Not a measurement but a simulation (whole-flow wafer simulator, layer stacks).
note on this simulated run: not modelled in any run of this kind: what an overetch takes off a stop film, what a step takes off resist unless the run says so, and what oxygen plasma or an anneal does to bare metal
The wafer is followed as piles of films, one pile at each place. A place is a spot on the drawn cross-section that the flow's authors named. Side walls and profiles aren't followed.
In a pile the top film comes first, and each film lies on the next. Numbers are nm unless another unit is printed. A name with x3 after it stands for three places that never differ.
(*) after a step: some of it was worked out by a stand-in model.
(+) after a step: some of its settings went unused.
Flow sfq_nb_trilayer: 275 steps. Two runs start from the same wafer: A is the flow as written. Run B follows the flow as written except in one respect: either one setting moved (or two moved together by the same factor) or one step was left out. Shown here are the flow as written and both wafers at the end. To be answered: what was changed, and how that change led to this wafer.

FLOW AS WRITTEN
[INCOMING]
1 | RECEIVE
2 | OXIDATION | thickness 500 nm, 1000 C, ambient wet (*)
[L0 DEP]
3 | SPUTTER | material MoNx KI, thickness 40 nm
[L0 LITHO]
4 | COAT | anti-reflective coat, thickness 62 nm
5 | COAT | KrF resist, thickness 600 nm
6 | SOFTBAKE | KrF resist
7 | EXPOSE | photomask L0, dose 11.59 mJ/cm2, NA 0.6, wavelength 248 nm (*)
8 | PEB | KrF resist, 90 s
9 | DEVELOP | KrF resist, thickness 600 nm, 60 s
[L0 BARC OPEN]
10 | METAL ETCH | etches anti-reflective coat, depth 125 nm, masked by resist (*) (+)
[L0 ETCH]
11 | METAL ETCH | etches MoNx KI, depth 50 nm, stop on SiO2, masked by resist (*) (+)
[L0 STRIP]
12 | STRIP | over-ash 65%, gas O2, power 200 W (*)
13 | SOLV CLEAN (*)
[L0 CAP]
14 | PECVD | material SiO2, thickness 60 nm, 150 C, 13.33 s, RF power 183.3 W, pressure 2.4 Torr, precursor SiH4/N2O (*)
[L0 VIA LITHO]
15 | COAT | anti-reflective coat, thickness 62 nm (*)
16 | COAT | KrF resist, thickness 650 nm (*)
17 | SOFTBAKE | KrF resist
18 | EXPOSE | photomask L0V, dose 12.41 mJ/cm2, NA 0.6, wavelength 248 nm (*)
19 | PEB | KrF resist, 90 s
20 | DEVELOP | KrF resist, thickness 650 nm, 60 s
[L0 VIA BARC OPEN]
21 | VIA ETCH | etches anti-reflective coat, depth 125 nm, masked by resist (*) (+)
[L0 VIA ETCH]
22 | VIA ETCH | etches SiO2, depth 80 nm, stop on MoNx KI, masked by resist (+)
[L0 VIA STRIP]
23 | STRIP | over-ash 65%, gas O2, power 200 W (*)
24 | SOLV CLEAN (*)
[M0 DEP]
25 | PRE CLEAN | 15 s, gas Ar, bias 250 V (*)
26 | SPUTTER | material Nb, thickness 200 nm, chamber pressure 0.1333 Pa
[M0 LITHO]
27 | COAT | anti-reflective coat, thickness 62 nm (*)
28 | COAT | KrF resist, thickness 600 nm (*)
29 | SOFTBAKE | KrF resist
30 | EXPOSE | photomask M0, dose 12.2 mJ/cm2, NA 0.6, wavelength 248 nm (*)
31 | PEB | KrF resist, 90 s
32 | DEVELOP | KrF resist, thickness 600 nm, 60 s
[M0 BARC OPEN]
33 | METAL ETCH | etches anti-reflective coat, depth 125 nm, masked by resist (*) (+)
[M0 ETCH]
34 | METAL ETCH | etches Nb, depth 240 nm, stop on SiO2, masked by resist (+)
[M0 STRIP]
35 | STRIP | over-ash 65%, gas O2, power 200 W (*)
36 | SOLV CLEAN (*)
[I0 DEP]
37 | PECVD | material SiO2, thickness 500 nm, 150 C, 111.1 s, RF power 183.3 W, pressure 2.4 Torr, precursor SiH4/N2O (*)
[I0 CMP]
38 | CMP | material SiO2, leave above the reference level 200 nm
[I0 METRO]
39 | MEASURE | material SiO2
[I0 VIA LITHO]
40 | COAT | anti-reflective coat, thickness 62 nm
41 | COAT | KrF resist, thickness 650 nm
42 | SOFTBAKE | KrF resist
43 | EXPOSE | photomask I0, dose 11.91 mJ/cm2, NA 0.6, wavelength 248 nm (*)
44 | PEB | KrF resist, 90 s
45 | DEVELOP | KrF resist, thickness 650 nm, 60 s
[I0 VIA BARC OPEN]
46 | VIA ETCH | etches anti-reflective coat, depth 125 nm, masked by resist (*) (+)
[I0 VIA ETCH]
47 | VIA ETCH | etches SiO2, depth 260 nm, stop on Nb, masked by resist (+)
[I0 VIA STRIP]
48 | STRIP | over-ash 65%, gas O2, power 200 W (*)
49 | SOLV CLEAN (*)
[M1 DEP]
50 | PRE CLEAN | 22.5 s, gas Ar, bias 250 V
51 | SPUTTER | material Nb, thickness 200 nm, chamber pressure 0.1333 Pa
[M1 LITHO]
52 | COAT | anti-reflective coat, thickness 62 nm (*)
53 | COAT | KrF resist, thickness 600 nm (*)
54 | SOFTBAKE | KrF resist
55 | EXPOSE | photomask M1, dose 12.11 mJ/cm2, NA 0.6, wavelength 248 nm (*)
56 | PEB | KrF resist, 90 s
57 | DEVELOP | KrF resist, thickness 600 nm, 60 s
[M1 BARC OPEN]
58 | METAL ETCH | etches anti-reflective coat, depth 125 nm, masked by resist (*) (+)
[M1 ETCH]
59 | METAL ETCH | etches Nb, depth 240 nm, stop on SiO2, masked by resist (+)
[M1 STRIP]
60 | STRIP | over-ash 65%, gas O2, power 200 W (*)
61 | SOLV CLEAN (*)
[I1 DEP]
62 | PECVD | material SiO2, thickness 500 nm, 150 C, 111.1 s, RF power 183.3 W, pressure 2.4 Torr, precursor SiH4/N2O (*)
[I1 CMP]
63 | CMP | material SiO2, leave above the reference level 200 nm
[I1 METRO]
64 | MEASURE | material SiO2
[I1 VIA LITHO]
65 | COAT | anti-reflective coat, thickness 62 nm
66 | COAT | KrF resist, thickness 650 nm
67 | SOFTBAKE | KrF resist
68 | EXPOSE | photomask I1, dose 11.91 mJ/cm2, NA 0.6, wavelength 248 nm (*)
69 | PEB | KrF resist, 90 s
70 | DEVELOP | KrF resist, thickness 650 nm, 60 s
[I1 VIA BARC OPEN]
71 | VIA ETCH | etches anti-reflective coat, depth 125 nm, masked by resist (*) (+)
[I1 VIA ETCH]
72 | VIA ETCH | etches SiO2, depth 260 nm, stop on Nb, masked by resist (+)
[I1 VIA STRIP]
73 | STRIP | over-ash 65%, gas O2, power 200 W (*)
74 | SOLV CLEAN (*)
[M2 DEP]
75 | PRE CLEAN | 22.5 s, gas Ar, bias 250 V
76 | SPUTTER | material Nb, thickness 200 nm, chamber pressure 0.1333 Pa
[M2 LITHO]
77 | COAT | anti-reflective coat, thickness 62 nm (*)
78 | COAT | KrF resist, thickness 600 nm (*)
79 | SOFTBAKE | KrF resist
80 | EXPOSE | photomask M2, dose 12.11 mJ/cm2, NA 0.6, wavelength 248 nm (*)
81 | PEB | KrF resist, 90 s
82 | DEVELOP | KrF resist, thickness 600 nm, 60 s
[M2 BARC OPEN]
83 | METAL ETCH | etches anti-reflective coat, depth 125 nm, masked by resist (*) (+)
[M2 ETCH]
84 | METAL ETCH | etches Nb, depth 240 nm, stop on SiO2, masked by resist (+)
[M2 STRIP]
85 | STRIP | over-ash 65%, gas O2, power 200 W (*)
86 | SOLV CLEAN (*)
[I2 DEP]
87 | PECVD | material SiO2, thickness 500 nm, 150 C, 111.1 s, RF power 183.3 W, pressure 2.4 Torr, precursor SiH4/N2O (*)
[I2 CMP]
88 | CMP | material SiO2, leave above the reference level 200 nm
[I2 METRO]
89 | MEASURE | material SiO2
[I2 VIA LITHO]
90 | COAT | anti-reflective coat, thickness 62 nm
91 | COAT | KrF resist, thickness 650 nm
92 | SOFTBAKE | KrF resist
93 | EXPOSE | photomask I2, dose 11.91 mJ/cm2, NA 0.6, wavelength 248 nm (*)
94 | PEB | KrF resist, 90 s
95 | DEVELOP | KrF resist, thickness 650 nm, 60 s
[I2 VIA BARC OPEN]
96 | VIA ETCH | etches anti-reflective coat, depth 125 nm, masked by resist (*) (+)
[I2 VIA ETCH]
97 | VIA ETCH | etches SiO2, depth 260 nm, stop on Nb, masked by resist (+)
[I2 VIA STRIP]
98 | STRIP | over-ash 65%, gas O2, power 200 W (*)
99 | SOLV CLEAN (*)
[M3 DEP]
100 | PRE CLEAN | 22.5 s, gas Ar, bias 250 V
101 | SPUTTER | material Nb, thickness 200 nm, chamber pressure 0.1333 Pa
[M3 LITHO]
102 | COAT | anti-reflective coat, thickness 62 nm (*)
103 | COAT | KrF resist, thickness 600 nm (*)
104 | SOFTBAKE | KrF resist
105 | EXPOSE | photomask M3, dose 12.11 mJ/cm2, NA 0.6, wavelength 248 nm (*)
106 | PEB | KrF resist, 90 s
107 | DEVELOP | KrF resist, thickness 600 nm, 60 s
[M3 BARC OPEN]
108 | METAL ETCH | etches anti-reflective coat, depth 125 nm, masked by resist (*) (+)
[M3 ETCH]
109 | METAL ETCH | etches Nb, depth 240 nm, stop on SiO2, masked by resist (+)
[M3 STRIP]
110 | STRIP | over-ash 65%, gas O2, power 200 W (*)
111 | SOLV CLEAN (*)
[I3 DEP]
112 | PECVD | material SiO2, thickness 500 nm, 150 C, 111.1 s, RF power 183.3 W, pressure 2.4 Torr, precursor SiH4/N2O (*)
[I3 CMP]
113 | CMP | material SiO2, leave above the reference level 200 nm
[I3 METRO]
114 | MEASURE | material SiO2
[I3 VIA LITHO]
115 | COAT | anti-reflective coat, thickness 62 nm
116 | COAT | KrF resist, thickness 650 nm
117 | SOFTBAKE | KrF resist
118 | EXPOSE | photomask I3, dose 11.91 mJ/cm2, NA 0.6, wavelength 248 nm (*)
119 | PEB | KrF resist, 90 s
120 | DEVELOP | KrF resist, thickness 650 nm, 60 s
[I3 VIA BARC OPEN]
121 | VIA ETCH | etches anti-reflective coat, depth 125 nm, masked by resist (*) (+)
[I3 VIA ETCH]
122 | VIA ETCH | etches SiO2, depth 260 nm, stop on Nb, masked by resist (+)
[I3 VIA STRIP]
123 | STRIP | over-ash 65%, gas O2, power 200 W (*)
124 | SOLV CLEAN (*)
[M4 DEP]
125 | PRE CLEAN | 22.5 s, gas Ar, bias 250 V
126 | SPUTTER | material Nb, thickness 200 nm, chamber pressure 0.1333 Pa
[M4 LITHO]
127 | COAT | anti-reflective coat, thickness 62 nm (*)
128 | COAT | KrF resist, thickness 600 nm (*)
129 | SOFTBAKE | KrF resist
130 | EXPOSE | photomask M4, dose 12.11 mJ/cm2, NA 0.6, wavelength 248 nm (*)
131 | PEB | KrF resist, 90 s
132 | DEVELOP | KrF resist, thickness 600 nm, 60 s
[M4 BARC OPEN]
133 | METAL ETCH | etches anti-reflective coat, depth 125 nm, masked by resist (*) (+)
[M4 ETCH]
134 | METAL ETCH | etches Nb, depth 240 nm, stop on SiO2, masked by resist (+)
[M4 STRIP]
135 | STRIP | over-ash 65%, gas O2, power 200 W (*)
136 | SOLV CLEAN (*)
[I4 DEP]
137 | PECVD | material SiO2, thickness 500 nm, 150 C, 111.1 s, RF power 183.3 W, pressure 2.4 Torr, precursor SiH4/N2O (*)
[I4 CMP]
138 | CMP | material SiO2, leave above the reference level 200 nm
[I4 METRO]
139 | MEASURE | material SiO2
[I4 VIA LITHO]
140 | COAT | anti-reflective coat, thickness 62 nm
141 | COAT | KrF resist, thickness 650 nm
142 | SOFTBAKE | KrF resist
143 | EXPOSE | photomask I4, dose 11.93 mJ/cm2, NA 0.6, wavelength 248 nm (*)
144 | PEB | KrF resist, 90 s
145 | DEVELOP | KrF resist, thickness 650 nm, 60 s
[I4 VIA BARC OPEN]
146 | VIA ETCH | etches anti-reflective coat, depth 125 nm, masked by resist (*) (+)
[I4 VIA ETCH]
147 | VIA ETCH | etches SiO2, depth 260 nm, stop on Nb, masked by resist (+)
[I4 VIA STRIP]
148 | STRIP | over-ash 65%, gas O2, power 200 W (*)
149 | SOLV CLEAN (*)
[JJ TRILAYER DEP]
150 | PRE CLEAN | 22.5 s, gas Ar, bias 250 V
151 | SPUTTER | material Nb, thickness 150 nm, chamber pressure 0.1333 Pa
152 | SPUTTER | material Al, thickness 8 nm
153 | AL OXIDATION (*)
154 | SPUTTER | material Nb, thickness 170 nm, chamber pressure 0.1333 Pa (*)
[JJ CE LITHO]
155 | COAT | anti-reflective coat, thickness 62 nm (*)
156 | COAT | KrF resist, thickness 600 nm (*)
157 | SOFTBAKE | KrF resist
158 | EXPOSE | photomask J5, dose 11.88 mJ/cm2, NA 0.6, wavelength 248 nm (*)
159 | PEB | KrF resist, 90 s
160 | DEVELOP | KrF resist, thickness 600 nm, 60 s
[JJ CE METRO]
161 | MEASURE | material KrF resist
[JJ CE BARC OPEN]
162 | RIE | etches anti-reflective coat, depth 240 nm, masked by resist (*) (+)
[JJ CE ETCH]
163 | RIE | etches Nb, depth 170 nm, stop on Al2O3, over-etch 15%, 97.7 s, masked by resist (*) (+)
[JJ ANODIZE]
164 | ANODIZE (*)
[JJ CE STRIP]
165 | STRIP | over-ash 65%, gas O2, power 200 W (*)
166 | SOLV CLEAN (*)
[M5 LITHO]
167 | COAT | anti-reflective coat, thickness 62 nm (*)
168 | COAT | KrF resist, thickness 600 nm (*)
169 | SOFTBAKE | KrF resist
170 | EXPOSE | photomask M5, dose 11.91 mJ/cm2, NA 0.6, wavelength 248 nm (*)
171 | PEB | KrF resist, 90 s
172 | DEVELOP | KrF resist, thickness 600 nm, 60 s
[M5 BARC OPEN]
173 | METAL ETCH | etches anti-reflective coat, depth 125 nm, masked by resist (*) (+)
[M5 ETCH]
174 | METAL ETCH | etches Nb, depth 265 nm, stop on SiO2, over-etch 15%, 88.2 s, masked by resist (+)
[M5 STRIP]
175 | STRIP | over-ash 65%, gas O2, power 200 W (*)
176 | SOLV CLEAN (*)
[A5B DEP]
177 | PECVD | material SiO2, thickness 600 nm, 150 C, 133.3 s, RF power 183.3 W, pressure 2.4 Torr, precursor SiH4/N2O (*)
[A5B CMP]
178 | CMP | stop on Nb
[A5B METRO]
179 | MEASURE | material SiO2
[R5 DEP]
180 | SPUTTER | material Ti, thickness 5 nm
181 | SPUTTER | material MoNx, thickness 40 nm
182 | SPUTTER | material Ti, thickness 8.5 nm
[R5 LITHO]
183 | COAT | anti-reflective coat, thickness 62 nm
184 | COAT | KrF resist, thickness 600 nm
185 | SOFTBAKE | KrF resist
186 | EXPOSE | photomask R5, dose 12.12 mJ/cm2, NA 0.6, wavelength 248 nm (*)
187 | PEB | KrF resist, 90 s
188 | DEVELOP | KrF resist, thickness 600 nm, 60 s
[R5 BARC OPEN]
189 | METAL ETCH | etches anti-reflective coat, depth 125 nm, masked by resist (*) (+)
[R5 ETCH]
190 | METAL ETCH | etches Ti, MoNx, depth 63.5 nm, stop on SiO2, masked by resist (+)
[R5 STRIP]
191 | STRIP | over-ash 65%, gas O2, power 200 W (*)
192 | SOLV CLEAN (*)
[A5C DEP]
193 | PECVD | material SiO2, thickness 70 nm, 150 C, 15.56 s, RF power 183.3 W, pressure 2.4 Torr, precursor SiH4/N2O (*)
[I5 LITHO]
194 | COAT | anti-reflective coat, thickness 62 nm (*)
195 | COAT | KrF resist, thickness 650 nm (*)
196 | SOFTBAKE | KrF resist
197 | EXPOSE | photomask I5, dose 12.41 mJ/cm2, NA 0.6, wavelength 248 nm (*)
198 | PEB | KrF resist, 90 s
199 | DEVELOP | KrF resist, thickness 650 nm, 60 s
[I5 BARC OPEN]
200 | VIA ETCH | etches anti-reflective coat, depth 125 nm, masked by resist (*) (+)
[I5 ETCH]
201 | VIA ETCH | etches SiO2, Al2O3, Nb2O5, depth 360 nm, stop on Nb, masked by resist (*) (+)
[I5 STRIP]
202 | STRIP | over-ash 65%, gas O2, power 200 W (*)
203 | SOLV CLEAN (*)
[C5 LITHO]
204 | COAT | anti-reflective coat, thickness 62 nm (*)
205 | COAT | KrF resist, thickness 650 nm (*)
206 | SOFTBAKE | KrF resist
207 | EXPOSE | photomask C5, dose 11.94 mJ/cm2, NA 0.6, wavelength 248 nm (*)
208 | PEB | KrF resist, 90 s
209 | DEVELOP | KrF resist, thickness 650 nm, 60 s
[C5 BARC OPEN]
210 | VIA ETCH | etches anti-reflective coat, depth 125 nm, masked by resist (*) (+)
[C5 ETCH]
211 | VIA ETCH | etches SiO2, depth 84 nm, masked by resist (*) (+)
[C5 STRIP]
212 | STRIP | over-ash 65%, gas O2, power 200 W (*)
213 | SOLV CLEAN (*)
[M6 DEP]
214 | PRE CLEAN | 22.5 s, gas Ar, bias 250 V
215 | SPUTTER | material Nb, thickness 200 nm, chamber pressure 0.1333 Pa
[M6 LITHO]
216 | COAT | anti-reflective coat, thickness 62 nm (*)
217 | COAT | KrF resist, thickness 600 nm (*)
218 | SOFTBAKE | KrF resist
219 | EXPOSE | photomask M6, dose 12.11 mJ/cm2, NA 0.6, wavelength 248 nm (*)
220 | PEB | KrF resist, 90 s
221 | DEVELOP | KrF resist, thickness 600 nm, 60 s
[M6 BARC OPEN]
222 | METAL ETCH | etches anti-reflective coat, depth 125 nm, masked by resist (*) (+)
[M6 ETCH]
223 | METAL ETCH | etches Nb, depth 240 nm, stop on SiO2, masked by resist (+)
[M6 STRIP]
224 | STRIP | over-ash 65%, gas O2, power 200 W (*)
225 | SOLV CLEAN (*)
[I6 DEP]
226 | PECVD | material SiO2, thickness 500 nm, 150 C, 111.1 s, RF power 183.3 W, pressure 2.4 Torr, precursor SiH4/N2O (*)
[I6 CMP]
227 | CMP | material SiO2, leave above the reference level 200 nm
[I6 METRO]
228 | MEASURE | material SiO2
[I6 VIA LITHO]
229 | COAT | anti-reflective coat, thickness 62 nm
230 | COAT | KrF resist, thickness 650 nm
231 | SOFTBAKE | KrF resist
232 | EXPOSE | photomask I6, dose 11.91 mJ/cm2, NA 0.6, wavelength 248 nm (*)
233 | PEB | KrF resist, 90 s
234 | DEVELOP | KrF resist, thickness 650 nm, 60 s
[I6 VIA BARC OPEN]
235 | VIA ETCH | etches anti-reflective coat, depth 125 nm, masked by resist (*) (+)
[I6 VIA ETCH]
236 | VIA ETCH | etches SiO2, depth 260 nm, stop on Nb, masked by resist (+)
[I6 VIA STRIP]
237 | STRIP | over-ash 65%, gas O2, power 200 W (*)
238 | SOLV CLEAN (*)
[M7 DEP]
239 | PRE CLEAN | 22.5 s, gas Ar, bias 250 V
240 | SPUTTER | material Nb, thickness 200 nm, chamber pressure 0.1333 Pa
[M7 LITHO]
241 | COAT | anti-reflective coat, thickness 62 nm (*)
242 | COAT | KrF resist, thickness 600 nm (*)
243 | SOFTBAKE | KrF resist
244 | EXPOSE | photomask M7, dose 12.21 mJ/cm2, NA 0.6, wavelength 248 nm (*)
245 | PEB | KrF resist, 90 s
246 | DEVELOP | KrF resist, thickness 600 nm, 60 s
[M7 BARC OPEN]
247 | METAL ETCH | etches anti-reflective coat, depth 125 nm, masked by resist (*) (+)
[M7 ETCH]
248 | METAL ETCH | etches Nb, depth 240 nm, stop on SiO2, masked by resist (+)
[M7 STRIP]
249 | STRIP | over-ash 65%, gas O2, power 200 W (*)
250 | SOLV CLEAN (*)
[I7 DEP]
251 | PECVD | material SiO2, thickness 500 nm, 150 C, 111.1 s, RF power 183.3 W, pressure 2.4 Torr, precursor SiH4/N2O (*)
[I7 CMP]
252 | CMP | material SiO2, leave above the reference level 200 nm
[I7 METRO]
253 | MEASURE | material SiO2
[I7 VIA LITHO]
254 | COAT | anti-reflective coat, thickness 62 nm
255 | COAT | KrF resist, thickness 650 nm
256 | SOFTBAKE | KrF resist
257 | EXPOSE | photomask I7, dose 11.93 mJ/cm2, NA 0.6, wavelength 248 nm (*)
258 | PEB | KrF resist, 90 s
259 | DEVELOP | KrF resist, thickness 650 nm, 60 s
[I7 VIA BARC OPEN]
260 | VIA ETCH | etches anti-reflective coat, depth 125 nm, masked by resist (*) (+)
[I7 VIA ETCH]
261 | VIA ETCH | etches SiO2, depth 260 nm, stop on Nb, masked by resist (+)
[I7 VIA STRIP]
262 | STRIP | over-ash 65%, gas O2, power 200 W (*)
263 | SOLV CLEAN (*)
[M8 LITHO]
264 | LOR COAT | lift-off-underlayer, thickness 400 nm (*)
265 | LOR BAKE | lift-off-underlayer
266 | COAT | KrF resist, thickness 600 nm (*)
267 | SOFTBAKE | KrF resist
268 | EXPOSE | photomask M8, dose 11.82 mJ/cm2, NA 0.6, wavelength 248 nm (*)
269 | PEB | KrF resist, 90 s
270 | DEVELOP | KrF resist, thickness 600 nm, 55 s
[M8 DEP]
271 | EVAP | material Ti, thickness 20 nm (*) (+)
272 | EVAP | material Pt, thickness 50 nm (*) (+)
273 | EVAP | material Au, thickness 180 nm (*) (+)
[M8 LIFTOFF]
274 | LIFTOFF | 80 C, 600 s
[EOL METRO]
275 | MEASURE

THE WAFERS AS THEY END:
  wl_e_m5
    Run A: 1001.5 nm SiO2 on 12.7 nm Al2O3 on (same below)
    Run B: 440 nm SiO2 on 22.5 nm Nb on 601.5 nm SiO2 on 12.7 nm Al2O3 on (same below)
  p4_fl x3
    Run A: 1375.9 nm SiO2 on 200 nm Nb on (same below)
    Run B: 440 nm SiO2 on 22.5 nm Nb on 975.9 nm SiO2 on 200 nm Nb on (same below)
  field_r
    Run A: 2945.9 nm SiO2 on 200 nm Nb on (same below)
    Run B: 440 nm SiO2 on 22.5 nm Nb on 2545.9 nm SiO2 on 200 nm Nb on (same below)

The reason: step 240, SPUTTER: thickness 262.5 nm was run, though the flow has thickness 200 nm.

The path from the change to this, step by step:
  240 | SPUTTER | material Nb, thickness 200 nm, chamber pressure 0.1333 Pa
      field_l, v_sur, via_wl and 102 more: A Nb gains 200 (new film) | B Nb gains 262.5 (new film)
      via_v: A Nb gains 161.1 | B Nb gains 211.8
  248 | METAL ETCH | etches Nb, depth 240 nm, stop on SiO2, masked by resist (+)
      field_l, field_r, lsp_l and 62 more: A Nb loses 200 (all of it) | B Nb loses 240
  251 | PECVD | material SiO2, thickness 500 nm, 150 C, 111.1 s, RF power 183.3 W, pressure 2.4 Torr, precursor SiH4/N2O (*)
      field_l, p4_fl x3, p4_w1 x9 and 46 more: A SiO2 gains 500 | B SiO2 gains 500 (new film)
      field_r, lsp_l: A SiO2 gains 477.7 | B SiO2 gains 473.2 (new film)
      (and at 5 other places as well)
  252 | CMP | material SiO2, leave above the reference level 200 nm
      field_l, p4_fl x3, p4_w1 x9 and 46 more: A SiO2 loses 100 | B SiO2 loses 60
      field_r, lsp_l: A SiO2 loses 77.7 | B SiO2 loses 33.2
      (and at 3 other places as well)
Taking metal films that touch as one body, wl_e_m5 has 7 bodies (between them, from the top down: SiO2 601.5 / Al2O3 12.7 / Nb2O5 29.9; SiO2 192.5; SiO2 192.5; SiO2 192.5; SiO2 192.5; SiO2 192.5); the flow as written gives 6 bodies (between them, from the top down: SiO2 192.5; SiO2 192.5; SiO2 192.5; SiO2 192.5; SiO2 192.5).
Taking metal films that touch as one body, p4_fl x3 has 3 bodies (between them, from the top down: SiO2 975.9; SiO2 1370); the flow as written gives 2 bodies (between them, from the top down: SiO2 1370).
Taking metal films that touch as one body, field_r has 2 bodies (between them, from the top down: SiO2 2545.9); the flow as written gives 1 body.
